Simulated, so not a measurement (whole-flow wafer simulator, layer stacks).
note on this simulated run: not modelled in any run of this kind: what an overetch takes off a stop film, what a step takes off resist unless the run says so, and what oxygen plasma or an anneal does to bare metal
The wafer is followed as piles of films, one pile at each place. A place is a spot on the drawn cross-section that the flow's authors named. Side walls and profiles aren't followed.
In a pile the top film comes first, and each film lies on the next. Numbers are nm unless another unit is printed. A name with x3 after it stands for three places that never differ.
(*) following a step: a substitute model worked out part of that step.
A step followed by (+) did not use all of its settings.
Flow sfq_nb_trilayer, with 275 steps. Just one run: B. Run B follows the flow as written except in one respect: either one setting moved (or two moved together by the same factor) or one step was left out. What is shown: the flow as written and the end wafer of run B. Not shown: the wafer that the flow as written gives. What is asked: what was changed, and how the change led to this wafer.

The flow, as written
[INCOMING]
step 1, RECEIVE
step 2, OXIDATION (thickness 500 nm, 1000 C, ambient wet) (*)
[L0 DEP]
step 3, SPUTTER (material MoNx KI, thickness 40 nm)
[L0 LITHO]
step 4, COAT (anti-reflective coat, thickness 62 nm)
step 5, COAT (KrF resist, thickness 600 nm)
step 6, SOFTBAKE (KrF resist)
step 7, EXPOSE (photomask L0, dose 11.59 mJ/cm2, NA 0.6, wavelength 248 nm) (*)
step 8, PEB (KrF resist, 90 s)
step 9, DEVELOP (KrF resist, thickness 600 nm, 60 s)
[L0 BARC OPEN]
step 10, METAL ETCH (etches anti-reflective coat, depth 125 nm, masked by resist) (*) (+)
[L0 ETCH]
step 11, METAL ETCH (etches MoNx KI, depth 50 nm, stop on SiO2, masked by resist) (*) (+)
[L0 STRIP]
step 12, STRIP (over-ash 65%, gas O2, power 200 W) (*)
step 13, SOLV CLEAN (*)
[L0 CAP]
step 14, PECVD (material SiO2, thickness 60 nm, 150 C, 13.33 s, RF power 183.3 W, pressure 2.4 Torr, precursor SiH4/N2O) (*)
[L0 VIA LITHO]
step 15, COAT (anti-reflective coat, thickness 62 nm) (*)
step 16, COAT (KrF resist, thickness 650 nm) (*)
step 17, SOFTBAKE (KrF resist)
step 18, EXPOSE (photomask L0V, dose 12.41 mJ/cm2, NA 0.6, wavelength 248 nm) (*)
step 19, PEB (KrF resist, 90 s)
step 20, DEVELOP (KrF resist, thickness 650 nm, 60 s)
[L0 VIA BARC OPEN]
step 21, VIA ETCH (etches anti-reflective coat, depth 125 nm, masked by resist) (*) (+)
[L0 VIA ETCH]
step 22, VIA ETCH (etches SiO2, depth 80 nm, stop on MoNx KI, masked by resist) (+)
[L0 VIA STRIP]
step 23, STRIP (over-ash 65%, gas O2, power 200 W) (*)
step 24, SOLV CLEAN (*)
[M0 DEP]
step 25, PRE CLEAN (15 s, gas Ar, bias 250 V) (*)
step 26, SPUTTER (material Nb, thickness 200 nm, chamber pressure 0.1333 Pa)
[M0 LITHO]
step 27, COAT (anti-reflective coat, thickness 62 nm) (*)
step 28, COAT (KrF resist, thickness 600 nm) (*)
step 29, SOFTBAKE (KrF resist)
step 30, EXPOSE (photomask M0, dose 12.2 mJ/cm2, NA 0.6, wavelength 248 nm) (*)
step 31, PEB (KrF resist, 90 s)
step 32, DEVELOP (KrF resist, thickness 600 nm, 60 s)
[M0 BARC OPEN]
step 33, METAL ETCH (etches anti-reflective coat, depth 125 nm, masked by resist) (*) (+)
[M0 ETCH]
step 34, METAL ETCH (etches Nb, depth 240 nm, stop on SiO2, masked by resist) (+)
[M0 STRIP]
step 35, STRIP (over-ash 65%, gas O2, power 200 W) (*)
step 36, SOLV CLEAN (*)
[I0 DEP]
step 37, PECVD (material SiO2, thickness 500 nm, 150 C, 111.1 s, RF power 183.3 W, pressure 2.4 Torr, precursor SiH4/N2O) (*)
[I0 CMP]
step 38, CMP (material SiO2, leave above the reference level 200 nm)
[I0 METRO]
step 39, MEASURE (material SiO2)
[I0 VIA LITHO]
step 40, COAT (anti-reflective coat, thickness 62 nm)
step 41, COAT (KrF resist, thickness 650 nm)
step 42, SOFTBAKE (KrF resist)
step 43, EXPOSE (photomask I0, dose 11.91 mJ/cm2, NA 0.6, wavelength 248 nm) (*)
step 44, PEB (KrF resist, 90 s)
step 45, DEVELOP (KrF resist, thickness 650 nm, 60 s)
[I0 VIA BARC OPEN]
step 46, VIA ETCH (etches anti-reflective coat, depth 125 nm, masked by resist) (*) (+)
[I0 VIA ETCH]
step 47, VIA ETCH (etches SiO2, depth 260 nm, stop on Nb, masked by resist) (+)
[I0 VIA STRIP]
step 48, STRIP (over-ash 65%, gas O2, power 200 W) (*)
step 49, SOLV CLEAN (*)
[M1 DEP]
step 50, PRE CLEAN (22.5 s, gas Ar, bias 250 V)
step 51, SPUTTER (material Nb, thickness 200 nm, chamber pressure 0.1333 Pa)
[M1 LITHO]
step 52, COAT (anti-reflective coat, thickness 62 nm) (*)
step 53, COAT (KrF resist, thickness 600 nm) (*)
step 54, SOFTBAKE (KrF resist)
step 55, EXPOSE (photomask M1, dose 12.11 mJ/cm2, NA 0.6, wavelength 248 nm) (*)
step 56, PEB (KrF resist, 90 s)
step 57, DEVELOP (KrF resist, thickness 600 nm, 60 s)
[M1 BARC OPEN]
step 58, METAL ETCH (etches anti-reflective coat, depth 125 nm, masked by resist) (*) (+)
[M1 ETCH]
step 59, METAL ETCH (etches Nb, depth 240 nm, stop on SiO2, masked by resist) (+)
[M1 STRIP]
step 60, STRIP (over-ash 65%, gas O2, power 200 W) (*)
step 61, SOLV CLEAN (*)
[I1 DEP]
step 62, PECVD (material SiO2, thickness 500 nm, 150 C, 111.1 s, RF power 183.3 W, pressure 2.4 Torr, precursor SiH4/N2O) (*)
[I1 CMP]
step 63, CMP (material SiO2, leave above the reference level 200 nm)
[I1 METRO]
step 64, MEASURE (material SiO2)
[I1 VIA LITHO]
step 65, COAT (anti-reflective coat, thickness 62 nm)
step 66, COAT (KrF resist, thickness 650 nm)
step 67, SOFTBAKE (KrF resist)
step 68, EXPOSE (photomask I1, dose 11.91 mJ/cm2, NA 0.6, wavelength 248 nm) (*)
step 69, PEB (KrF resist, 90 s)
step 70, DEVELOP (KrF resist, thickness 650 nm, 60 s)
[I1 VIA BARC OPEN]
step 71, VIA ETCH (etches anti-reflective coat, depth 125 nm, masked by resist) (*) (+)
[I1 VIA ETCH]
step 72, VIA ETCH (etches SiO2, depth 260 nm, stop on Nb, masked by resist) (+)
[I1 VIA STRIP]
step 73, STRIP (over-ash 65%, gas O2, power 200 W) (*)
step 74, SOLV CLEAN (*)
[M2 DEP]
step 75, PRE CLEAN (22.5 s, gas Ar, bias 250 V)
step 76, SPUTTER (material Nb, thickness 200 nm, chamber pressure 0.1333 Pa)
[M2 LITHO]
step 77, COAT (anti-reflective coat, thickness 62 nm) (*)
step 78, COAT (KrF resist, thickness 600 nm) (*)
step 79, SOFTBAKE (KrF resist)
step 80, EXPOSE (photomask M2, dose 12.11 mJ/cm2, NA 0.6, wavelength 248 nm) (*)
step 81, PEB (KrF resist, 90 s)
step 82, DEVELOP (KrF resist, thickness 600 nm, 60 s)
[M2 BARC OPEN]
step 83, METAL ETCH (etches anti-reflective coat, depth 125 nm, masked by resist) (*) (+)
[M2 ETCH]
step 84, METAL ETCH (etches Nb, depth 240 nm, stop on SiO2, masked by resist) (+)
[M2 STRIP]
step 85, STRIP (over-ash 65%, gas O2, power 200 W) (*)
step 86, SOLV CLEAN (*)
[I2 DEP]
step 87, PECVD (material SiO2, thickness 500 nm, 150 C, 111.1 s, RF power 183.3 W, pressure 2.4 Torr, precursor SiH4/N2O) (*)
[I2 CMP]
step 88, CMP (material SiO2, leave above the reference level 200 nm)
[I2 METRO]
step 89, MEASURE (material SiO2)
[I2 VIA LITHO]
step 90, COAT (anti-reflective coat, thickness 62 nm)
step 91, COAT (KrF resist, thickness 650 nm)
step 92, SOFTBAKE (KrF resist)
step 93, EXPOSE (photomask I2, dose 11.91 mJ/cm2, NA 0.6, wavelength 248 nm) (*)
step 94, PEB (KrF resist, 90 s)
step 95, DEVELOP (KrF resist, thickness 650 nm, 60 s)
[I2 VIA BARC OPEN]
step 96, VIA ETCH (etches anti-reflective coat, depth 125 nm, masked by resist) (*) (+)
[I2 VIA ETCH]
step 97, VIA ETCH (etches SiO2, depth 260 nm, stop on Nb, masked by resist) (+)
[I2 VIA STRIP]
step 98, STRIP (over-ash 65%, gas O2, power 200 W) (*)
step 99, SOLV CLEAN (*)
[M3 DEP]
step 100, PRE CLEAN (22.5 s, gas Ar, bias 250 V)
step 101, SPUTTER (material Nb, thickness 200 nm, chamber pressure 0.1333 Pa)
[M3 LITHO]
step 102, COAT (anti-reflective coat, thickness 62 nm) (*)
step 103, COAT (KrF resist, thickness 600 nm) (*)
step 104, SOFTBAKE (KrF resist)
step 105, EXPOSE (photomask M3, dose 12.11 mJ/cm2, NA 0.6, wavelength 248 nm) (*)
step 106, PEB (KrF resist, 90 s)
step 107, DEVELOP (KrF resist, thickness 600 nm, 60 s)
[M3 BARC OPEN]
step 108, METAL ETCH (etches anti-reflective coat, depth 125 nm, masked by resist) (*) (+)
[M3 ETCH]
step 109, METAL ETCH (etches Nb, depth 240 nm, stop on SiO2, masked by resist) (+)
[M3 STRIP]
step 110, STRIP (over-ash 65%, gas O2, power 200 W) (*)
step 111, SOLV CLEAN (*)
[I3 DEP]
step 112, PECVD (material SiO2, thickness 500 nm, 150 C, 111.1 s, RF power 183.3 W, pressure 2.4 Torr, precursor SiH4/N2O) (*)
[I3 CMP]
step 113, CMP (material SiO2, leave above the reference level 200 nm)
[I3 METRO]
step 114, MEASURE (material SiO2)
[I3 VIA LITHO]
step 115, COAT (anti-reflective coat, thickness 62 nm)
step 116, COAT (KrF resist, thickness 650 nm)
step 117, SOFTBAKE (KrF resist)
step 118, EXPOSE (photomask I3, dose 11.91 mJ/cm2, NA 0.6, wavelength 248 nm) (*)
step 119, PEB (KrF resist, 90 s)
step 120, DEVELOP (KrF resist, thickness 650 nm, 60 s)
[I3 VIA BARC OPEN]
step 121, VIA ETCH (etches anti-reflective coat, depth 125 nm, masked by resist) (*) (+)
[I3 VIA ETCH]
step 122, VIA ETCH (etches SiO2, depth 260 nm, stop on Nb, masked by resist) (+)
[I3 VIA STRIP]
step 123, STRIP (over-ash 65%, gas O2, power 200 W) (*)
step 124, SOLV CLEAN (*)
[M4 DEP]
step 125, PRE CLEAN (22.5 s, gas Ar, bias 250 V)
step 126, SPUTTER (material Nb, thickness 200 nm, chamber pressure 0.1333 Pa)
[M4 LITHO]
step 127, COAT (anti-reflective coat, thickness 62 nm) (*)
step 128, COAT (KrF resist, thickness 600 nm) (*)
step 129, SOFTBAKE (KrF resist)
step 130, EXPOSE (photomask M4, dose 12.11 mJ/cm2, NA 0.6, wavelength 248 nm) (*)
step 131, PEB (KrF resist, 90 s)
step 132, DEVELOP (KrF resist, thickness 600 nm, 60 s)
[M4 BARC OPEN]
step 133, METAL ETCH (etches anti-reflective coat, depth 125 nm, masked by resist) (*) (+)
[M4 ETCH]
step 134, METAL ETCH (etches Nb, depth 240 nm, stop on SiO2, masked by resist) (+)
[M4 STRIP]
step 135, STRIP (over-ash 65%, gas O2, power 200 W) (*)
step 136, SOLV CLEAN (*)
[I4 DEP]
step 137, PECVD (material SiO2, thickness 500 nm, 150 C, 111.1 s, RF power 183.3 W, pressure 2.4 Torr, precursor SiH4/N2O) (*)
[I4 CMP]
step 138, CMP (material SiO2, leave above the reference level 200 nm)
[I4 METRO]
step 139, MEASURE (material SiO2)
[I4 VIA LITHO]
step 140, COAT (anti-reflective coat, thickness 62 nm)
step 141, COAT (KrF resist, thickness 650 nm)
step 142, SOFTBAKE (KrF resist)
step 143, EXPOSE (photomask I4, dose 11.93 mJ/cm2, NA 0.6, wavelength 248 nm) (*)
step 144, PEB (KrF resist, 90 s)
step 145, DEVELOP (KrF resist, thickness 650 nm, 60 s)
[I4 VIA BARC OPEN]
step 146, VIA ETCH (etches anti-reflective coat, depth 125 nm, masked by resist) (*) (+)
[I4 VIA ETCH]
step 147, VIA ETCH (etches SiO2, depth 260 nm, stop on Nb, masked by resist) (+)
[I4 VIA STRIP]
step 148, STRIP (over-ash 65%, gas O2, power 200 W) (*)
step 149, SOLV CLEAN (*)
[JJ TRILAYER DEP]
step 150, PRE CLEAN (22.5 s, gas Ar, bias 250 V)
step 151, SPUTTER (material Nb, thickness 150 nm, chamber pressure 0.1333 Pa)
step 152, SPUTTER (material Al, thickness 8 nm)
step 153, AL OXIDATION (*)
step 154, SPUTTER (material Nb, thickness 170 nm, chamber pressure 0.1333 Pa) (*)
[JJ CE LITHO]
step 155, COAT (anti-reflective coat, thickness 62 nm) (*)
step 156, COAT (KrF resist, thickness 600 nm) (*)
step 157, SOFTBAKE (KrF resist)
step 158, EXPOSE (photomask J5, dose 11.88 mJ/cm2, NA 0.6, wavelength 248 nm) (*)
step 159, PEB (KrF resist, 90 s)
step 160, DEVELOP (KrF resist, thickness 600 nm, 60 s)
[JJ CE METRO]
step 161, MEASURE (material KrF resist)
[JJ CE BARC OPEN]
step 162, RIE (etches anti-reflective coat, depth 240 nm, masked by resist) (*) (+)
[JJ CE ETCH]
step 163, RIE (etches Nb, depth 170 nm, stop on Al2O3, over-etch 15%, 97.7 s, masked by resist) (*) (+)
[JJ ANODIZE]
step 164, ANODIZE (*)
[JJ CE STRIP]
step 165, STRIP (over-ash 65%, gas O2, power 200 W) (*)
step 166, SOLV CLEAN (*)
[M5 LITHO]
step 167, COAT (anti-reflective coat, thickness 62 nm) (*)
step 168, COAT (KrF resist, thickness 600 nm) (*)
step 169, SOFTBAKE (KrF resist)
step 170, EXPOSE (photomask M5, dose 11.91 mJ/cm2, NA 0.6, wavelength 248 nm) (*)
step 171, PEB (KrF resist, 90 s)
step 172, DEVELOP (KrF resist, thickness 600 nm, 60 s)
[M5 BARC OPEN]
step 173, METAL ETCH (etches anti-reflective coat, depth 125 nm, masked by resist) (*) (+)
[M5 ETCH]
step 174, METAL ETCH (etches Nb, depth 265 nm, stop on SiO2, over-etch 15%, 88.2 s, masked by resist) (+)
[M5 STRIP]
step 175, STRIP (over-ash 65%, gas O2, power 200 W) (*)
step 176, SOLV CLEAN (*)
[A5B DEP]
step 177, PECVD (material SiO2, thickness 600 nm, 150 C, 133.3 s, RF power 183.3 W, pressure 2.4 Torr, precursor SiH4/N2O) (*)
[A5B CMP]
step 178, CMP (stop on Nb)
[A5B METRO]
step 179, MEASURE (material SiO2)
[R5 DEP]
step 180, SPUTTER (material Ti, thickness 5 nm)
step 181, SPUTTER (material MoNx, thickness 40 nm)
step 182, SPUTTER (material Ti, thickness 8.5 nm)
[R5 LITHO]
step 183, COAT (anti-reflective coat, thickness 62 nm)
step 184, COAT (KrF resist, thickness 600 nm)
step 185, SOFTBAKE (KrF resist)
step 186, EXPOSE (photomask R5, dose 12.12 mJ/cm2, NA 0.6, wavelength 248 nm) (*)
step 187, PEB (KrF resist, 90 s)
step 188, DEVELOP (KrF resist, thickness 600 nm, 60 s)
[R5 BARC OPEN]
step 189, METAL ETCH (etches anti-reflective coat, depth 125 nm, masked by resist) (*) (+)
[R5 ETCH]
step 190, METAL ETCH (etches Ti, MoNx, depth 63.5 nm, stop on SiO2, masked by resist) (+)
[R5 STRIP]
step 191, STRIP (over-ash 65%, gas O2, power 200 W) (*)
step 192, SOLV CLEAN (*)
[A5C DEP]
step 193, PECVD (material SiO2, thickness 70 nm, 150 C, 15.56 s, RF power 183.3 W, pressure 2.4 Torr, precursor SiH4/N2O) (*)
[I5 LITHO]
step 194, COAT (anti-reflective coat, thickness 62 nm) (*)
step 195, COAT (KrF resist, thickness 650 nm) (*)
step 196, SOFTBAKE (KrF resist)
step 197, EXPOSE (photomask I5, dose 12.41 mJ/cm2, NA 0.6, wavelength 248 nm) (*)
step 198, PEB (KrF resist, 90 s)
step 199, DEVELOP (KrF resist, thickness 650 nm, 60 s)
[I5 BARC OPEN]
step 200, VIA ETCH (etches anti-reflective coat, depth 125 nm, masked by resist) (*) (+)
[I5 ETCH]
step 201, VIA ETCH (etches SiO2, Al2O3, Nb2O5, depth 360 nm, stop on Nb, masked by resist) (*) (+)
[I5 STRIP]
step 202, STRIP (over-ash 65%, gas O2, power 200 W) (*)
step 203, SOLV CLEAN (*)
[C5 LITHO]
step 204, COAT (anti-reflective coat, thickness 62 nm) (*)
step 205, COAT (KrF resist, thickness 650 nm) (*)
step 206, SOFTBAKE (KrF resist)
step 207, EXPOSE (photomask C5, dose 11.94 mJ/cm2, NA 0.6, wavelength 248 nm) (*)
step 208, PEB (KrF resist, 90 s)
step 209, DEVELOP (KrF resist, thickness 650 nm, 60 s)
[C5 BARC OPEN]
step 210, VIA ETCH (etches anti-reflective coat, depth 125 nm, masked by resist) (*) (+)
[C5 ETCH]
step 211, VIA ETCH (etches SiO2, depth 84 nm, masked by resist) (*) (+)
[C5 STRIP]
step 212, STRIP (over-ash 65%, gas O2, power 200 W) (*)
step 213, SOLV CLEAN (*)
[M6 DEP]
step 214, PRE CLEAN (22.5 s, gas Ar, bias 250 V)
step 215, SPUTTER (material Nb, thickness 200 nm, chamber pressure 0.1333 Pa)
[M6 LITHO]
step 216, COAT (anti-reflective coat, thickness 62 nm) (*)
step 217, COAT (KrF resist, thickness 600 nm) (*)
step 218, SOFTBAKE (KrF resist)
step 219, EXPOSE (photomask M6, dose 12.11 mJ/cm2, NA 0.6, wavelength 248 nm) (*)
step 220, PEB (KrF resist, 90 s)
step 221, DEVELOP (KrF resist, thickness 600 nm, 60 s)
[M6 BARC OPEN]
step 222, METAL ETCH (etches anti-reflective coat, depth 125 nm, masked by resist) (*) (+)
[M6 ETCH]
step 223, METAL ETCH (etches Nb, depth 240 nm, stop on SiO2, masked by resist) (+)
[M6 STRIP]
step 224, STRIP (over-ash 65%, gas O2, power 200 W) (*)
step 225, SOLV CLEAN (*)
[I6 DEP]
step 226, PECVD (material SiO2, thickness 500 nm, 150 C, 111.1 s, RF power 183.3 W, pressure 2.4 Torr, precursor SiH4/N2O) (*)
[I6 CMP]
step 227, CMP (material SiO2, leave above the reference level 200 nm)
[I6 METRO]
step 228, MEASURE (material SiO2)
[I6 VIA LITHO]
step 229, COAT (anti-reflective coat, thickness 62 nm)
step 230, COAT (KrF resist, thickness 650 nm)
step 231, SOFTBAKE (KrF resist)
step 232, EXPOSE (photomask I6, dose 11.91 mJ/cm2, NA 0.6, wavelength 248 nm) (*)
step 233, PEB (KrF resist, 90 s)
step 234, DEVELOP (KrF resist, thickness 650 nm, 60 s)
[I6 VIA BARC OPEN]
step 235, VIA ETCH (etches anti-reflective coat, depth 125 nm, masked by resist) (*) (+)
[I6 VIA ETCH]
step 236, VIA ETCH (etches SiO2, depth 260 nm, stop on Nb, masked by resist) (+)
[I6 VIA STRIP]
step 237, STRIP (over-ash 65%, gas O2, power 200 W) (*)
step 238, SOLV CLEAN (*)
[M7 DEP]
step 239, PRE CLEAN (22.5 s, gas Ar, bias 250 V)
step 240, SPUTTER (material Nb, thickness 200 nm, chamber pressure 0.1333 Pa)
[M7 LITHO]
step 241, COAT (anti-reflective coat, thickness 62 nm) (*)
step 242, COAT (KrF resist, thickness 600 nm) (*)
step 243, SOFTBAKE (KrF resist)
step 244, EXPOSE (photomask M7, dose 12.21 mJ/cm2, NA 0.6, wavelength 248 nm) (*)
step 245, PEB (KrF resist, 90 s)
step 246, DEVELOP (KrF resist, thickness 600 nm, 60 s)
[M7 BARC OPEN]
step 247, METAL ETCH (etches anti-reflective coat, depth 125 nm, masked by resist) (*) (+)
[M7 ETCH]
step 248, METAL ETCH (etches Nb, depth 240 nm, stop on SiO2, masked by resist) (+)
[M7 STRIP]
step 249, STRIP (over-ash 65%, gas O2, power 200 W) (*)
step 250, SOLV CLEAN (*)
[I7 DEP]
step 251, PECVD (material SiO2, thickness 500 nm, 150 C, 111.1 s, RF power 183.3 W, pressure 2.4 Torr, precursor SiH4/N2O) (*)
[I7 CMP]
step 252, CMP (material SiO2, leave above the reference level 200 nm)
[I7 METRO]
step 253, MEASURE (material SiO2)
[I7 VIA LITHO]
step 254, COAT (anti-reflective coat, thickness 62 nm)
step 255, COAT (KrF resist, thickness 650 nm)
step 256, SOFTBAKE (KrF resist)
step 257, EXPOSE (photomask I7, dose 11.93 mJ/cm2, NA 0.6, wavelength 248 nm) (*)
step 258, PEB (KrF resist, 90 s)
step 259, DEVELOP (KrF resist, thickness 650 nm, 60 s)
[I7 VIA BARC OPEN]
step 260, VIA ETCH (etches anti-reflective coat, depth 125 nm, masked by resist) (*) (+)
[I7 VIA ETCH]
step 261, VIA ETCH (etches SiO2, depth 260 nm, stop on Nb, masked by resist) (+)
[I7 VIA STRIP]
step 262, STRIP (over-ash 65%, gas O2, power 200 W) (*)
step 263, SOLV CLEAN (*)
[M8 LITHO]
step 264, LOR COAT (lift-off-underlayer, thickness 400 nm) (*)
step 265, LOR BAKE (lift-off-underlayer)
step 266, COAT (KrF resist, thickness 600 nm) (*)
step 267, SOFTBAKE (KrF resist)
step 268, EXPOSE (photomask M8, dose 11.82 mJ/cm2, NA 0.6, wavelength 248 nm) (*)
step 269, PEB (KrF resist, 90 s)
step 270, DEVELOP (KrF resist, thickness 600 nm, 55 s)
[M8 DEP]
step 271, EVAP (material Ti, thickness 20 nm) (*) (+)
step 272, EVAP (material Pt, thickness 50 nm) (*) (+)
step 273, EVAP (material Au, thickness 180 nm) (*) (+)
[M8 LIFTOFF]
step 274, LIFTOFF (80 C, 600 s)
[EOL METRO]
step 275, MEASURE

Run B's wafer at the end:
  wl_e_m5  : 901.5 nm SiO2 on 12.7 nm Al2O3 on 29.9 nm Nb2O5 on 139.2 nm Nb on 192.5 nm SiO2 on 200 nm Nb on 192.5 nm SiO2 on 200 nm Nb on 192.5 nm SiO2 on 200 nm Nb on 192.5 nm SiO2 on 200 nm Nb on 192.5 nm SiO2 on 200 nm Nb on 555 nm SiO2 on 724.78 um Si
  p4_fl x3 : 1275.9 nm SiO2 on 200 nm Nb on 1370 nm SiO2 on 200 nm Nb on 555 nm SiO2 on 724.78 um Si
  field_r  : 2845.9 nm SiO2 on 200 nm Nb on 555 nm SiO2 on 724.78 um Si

What caused this: step 215, SPUTTER: thickness 100 nm was run, while the flow as written has thickness 200 nm.

The path from the change to this, step by step:
  step 215, SPUTTER (material Nb, thickness 200 nm, chamber pressure 0.1333 Pa)
      field_l, v_sur, via_wl and 100 more: Nb gains 100 (new film) (as written it would have been: Nb gains 200 (new film))
      be: Nb gains 74.1 (as written it would have been: Nb gains 147.3)
      (as well as at 2 more places)
  step 216, COAT (anti-reflective coat, thickness 62 nm) (*)
      be: anti-reflective coat gains 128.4 (new film) (as written it would have been: anti-reflective coat gains 136.7 (new film))
      be_sur: anti-reflective coat gains 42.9 (new film) (as written it would have been: anti-reflective coat gains 43.8 (new film))
      (as well as at 1 more place)
  step 223, METAL ETCH (etches Nb, depth 240 nm, stop on SiO2, masked by resist) (+)
      field_l, gap, moat and 76 more: Nb loses 100 (all of it) (as written it would have been: Nb loses 200 (all of it))
      v_sur, via_wl, via_w and 24 more: KrF resist loses 88.2 (as written it would have been: KrF resist loses 141.2)
  step 224, STRIP (over-ash 65%, gas O2, power 200 W) (*)
      wl_j_sl, wl_j_sr: KrF resist loses 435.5 (all of it), anti-reflective coat loses 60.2 (all of it) (as written it would have been: KrF resist loses 382.5 (all of it), anti-reflective coat loses 60.2 (all of it))
      wl_c_m6, wl_f_m6: KrF resist loses 435.2 (all of it), anti-reflective coat loses 62 (all of it) (as written it would have been: KrF resist loses 382.3 (all of it), anti-reflective coat loses 62 (all of it))
      (as well as at 23 more places)
  step 226, PECVD (material SiO2, thickness 500 nm, 150 C, 111.1 s, RF power 183.3 W, pressure 2.4 Torr, precursor SiH4/N2O) (*)
      gap, wl_a_sl, m6r_space_l x2: SiO2 gains 500 (as written it would have been: SiO2 gains 557.1)
      be: SiO2 gains 655.5 (new film) (as written it would have been: SiO2 gains 693.5 (new film))
  step 227, CMP (material SiO2, leave above the reference level 200 nm)
      field_l, p4_fl x3, p4_w1 x9 and 49 more: SiO2 loses 200 (as written it would have been: SiO2 loses 100)
      moat, field_r, lsp_l, ln_m5, lsp_m: SiO2 loses 200 (as written it would have been: SiO2 loses 93.6)
      (as well as at 13 more places)
